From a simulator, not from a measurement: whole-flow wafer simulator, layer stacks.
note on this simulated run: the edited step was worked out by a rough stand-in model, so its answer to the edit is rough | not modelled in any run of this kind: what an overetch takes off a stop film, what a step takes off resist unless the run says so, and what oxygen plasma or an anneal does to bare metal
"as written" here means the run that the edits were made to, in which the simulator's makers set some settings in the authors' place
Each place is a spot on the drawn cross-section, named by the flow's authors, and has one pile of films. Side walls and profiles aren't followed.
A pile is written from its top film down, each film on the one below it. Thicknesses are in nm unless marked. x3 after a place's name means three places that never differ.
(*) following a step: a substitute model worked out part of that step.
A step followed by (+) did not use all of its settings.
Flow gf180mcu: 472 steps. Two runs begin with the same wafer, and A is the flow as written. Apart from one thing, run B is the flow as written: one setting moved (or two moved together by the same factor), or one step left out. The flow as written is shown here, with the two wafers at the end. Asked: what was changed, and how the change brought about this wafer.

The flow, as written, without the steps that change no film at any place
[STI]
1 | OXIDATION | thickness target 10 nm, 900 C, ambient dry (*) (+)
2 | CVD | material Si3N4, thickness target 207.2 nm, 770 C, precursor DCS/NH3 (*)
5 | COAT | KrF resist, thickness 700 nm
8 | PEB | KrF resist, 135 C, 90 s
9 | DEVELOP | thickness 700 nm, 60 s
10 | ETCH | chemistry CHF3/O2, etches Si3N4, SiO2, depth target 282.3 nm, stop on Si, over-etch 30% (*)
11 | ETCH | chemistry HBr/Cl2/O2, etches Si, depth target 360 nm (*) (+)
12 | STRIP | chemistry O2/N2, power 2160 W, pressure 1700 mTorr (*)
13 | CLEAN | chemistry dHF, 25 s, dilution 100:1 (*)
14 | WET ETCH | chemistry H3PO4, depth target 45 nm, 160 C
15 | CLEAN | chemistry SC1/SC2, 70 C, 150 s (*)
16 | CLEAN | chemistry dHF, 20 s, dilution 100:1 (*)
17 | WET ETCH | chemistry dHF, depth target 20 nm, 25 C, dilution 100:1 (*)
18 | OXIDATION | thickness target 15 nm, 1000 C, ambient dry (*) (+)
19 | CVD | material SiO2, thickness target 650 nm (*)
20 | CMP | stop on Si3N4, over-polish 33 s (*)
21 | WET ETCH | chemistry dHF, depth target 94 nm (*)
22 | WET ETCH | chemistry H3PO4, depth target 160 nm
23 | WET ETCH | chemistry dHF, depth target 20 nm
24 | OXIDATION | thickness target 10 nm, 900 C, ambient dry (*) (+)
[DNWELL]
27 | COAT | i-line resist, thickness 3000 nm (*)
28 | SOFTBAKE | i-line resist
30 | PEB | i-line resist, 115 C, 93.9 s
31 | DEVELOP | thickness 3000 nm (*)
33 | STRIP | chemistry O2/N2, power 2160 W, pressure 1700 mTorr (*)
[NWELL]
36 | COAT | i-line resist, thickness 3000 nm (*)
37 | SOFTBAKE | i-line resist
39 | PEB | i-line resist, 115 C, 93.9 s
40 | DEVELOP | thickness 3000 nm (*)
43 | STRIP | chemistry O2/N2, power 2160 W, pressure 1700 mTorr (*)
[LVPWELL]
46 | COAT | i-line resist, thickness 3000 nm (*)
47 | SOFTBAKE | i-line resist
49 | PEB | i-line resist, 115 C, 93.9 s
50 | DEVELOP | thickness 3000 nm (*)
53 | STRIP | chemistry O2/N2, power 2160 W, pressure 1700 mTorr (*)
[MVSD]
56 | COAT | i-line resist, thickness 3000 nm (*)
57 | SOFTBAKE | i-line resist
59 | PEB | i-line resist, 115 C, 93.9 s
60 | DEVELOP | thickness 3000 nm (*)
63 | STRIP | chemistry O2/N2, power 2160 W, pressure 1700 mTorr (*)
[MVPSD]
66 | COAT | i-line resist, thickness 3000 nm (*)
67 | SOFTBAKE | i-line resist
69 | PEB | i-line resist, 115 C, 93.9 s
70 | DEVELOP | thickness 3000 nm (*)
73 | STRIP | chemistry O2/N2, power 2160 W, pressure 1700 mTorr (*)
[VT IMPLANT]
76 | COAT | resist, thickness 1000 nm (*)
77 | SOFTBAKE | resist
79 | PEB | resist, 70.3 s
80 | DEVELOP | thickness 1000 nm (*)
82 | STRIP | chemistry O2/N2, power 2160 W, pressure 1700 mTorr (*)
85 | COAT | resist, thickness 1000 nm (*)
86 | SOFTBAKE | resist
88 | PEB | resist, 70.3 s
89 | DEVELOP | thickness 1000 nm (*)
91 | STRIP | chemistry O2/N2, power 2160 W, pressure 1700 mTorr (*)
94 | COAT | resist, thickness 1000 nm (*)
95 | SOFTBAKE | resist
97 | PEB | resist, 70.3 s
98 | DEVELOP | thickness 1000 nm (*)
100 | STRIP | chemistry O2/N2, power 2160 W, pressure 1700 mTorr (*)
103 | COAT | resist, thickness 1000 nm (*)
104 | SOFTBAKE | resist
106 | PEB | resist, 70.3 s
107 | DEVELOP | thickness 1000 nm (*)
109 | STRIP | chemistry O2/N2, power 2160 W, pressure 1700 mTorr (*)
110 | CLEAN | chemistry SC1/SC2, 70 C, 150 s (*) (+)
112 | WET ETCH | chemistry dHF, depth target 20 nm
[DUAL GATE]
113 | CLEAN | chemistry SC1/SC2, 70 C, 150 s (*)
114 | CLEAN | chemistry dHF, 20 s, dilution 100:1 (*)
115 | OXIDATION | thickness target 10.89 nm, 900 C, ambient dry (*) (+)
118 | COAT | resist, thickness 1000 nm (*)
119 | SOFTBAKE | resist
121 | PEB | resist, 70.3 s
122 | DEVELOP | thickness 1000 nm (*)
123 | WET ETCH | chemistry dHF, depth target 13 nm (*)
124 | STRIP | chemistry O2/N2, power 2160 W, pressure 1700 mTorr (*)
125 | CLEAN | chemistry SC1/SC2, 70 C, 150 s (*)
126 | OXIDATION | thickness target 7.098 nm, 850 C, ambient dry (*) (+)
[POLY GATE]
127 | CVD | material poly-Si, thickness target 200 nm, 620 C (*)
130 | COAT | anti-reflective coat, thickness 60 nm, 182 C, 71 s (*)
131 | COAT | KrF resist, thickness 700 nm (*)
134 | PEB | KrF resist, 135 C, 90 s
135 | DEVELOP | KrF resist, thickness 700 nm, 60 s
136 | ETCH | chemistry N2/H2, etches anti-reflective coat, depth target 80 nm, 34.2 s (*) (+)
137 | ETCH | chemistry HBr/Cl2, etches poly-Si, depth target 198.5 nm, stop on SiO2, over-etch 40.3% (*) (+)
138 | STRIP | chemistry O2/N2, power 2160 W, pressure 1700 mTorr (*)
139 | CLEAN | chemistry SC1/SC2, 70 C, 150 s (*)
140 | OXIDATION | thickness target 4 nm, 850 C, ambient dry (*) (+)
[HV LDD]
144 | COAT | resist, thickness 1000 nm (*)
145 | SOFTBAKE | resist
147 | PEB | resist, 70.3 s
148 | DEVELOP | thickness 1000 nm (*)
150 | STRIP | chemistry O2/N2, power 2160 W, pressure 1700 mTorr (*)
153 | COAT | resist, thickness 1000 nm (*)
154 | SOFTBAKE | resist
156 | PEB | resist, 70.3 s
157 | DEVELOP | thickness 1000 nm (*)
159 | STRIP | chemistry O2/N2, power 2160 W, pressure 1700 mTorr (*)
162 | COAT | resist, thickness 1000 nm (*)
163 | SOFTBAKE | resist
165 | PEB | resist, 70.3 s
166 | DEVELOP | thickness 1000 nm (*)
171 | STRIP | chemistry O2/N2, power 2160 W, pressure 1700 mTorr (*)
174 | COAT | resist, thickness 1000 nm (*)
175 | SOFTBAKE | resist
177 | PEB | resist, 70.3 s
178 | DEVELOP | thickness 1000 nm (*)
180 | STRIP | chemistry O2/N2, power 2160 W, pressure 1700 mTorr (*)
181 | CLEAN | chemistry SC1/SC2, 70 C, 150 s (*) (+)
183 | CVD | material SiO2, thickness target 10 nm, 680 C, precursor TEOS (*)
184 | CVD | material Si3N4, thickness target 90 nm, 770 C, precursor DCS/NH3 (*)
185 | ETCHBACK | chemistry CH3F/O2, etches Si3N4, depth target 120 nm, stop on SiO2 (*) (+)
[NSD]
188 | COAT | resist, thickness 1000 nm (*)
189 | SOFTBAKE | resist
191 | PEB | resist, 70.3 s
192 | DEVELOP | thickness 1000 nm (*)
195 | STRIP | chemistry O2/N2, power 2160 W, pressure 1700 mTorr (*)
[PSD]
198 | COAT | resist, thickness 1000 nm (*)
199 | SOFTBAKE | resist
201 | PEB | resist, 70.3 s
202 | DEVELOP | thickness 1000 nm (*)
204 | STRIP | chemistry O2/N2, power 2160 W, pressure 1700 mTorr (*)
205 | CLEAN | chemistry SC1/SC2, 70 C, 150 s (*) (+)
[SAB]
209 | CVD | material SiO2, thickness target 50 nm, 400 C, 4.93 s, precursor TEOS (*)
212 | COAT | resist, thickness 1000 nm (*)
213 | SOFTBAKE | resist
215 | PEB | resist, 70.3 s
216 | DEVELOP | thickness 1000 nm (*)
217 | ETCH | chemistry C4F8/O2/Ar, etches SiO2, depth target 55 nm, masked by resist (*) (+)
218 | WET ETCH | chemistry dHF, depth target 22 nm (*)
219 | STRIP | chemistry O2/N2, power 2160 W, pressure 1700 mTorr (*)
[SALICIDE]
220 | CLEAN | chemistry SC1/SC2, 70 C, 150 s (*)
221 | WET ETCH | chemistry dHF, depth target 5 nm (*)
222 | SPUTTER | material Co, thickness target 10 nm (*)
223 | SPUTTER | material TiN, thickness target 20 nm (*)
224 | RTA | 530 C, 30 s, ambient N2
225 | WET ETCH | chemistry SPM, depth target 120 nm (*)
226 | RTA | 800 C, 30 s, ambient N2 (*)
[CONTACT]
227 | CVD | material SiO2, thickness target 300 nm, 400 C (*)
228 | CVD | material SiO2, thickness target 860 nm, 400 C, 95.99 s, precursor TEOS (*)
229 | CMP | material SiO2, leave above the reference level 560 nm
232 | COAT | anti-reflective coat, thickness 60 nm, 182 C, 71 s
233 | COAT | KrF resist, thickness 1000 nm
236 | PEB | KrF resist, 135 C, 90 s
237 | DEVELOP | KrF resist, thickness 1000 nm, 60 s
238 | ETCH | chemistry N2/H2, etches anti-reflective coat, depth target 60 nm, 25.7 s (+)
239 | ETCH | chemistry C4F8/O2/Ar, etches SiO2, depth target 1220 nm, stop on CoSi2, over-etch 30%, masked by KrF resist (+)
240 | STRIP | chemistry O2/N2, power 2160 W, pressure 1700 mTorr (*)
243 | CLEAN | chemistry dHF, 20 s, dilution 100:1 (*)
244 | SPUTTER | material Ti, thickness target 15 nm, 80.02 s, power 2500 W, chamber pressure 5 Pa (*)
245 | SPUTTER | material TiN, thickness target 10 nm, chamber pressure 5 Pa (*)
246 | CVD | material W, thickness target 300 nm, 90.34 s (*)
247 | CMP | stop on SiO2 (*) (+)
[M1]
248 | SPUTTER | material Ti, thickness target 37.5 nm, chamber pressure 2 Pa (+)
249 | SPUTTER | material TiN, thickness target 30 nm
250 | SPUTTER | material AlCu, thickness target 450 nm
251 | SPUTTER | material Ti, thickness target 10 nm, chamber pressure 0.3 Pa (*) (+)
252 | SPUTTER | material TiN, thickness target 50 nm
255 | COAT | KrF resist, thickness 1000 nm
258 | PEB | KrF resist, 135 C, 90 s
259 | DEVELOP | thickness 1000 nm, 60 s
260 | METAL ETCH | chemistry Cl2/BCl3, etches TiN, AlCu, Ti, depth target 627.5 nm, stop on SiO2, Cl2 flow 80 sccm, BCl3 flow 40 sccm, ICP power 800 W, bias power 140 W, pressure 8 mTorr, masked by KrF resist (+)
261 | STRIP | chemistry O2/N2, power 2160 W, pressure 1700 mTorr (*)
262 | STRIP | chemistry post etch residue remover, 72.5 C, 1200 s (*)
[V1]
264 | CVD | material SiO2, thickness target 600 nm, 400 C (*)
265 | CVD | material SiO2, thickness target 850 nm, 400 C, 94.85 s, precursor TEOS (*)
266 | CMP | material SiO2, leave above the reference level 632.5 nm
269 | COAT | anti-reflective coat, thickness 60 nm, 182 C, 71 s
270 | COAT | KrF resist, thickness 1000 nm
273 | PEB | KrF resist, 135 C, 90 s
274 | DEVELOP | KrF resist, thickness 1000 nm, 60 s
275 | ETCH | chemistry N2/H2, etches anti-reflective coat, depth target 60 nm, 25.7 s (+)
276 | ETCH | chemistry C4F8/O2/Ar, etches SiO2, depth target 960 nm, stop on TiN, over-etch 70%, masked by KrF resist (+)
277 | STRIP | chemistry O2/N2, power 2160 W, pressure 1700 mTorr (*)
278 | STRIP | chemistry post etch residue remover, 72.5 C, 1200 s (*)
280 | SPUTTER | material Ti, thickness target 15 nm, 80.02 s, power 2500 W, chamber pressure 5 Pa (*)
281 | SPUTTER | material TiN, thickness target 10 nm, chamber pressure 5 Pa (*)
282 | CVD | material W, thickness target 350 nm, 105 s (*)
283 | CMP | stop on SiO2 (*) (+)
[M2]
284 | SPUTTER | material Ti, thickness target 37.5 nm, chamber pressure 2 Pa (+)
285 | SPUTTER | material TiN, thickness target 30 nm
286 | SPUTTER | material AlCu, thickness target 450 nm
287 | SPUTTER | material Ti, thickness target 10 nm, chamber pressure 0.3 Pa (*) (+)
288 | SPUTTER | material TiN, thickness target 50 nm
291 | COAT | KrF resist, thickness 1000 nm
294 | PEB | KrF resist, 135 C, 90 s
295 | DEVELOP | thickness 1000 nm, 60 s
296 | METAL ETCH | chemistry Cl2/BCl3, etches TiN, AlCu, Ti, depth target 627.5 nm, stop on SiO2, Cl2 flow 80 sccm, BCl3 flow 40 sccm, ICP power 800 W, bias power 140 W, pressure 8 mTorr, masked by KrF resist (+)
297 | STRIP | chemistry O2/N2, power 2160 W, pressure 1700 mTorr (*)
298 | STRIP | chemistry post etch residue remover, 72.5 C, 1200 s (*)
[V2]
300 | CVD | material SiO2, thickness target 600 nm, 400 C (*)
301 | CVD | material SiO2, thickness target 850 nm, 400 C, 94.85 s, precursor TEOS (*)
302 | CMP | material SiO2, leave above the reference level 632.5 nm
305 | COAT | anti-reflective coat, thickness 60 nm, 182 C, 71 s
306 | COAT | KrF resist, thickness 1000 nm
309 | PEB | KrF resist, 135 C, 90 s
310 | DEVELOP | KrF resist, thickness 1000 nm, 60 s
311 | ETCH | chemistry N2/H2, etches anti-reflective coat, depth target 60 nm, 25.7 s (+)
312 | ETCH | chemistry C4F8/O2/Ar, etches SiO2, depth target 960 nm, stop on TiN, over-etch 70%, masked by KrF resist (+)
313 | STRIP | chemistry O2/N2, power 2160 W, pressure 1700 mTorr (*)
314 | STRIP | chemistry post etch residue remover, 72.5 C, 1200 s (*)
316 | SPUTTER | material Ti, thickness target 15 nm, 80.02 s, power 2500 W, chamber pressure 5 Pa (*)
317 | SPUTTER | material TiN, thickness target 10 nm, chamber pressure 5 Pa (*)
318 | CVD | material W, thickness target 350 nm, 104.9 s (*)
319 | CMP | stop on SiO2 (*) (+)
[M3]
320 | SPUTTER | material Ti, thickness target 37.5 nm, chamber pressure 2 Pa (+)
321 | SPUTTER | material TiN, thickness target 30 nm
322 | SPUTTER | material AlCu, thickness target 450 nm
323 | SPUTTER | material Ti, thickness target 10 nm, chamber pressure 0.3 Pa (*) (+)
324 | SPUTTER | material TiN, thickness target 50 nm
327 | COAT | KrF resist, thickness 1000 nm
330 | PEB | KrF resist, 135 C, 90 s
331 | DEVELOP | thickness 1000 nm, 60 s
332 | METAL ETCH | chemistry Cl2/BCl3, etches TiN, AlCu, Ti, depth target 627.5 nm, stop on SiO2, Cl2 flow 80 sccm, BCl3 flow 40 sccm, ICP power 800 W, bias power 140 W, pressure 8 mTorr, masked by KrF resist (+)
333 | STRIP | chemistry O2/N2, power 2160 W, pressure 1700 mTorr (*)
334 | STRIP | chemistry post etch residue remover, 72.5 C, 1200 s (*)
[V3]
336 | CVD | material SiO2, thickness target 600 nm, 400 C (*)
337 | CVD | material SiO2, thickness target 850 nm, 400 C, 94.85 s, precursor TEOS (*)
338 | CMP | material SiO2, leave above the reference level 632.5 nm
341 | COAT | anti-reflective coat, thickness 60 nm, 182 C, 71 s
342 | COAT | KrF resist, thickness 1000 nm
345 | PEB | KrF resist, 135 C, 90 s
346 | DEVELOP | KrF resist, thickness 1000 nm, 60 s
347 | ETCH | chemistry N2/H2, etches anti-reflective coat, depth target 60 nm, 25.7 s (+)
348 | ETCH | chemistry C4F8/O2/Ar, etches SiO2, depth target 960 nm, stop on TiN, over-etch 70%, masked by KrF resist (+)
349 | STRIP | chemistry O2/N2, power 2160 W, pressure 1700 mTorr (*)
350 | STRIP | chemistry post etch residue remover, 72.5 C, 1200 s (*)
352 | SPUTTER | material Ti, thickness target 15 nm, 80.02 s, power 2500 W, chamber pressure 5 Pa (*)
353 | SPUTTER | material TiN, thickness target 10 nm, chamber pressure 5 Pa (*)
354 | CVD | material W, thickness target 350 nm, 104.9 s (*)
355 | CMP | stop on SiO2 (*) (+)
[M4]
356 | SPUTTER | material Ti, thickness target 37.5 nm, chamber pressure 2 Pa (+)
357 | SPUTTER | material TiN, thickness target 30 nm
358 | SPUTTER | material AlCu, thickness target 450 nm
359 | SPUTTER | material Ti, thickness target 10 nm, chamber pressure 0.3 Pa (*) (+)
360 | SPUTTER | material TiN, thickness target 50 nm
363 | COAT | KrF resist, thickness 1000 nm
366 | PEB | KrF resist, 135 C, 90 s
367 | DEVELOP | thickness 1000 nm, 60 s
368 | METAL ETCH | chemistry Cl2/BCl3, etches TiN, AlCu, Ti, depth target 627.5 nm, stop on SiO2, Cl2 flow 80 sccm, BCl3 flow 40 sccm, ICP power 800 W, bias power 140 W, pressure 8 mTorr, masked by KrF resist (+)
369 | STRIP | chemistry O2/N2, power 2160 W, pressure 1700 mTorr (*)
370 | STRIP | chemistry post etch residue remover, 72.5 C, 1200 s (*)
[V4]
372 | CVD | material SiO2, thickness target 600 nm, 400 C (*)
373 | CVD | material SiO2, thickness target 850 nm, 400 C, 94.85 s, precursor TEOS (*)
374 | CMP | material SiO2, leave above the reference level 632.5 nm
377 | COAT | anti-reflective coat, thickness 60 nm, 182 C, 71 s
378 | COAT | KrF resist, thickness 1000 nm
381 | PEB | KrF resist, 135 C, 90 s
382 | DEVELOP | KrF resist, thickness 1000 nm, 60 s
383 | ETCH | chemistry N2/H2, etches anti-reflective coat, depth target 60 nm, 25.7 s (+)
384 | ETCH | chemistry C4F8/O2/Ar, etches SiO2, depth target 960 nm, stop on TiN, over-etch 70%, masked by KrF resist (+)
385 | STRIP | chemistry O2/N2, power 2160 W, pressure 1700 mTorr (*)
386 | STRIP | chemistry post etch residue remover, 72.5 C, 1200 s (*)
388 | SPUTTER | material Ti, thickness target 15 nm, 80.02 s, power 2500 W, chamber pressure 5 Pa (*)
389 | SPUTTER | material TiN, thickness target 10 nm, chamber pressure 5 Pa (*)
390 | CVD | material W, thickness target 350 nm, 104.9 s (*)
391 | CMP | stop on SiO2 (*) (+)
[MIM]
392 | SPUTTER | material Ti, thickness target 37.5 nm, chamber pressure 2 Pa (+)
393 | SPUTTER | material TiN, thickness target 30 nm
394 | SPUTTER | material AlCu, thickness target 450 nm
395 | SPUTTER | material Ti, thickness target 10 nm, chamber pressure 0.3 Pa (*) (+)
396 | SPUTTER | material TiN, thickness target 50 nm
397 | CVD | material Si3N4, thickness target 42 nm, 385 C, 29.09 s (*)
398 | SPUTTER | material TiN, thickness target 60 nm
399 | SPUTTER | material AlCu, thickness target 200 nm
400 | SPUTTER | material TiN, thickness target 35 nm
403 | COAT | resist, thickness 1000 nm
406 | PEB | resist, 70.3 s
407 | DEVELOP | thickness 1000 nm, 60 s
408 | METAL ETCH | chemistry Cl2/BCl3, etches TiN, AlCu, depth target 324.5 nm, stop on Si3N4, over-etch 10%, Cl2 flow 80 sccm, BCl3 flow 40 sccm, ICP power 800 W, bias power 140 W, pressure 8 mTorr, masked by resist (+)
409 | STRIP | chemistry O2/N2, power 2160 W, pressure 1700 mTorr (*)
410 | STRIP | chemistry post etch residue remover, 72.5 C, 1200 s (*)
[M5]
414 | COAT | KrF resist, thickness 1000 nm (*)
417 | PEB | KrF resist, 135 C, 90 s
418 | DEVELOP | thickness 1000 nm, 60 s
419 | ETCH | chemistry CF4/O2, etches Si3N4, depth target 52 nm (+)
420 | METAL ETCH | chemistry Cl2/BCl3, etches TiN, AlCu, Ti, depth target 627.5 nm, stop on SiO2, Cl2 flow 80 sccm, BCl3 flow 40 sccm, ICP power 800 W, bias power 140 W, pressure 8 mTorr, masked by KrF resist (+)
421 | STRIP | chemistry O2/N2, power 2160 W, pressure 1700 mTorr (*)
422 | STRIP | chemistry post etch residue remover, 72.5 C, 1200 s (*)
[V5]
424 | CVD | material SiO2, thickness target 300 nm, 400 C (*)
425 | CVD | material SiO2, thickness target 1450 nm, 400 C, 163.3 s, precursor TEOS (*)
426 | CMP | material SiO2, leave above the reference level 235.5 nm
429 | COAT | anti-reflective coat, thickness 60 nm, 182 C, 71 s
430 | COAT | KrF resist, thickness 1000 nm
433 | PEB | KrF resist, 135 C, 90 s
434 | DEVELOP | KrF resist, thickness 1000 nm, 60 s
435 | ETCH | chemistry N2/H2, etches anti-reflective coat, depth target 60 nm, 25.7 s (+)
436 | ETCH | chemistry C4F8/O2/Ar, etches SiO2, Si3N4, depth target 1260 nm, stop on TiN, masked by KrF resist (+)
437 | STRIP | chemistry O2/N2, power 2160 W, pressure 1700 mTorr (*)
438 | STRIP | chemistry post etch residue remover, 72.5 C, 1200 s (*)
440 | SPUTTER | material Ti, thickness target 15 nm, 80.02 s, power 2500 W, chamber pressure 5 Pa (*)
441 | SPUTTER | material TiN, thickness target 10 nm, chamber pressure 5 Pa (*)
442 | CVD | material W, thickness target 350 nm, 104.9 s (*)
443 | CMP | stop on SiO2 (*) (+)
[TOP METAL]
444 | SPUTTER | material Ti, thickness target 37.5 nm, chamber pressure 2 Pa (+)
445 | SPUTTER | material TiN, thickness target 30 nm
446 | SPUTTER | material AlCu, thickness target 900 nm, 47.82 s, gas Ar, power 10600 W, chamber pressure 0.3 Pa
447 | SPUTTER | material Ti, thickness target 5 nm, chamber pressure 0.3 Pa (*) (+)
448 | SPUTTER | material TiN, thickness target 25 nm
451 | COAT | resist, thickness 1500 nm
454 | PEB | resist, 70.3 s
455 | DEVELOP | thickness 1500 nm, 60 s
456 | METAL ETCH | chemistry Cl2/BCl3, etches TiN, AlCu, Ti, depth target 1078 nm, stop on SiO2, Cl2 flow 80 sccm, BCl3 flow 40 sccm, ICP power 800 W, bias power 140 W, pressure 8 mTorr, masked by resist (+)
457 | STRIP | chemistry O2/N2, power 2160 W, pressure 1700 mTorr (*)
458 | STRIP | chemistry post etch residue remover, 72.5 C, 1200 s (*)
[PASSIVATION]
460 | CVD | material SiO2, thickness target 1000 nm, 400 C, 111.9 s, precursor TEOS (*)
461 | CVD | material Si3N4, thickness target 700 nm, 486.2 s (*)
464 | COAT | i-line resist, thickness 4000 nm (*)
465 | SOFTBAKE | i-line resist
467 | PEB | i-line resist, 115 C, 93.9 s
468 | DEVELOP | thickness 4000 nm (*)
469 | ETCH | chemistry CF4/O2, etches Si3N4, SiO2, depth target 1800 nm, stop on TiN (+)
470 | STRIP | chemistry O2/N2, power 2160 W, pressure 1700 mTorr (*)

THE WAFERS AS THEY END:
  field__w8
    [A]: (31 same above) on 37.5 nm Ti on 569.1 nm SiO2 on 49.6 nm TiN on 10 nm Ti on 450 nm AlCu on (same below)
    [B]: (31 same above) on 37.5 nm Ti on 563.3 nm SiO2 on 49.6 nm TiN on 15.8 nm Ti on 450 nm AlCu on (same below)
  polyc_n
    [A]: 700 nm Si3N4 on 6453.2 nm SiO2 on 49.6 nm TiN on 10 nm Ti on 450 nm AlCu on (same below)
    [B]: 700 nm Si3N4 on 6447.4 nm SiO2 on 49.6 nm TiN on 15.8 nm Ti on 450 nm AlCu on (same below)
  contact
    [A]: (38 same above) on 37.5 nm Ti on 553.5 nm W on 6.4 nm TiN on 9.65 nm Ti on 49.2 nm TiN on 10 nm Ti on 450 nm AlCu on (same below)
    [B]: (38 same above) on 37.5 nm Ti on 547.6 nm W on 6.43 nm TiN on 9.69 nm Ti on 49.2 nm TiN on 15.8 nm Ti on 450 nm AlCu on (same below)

The reason: step 251, SPUTTER: thickness target 15.8 nm was run, while the flow as written has thickness target 10 nm.
One can read it off the wafer: field__w8 has Ti 15.8, and step 251 as written asks for 10 nm.

How this came from the change, step by step:
  251 | SPUTTER | material Ti, thickness target 10 nm, chamber pressure 0.3 Pa (*) (+)
      field, field__w1, field__w2 and 108 more: A Ti gains 10 (new film) | B Ti gains 15.8 (new film)
  260 | METAL ETCH | chemistry Cl2/BCl3, etches TiN, AlCu, Ti, depth target 627.5 nm, stop on SiO2, Cl2 flow 80 sccm, BCl3 flow 40 sccm, ICP power 800 W, bias power 140 W, pressure 8 mTorr, masked by KrF resist (+)
      field, field__w1, field__w2 and 99 more: A TiN loses 50 (all of it), Ti loses 10 (all of it), AlCu loses 450 (all of it), TiN loses 30 (all of it), Ti loses 37.5 (all of it) | B TiN loses 50 (all of it), Ti loses 15.8 (all of it), AlCu loses 450 (all of it), TiN loses 30 (all of it), Ti loses 37.5 (all of it)
